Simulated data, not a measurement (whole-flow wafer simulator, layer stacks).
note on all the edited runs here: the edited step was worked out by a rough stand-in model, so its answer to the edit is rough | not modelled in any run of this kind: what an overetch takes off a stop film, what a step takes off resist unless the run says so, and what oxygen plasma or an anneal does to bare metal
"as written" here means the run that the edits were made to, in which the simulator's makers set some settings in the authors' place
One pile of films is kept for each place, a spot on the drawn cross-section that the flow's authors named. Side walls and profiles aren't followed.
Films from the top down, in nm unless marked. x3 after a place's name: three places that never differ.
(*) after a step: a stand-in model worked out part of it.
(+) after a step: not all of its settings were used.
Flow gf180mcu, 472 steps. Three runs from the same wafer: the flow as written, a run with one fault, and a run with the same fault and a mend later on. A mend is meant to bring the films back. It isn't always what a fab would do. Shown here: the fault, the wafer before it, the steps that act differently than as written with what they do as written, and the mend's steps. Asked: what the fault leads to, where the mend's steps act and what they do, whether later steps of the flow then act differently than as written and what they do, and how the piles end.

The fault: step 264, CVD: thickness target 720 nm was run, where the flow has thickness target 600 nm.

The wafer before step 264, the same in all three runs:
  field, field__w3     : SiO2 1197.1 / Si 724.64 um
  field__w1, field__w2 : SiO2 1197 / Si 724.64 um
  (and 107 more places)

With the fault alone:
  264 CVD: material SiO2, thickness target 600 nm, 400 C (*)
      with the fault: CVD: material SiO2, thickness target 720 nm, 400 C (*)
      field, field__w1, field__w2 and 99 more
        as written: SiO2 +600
        with the fault: SiO2 +720
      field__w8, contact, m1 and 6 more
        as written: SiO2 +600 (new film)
        with the fault: SiO2 +720 (new film)
  Later steps of the flow that act differently than as written:
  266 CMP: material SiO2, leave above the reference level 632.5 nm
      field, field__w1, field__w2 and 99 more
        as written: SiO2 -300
        with the fault: SiO2 -420
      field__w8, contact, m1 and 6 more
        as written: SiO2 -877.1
        with the fault: SiO2 -997.1
  At the end the piles are the same as the flow's at every place that both follow.

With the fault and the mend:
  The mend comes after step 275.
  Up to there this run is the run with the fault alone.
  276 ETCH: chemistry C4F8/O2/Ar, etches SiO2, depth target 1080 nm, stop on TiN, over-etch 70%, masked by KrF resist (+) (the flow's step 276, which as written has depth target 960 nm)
      field, field__w1, field__w2 and 107 more
        KrF resist -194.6
      contact
        SiO2 -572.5 (all of it)
  No later step of the flow acts differently than as written, at any place that is followed, by more than 2% or 0.5 nm, whichever is larger.
  At the end the piles are the same as the flow's at every place that both follow.
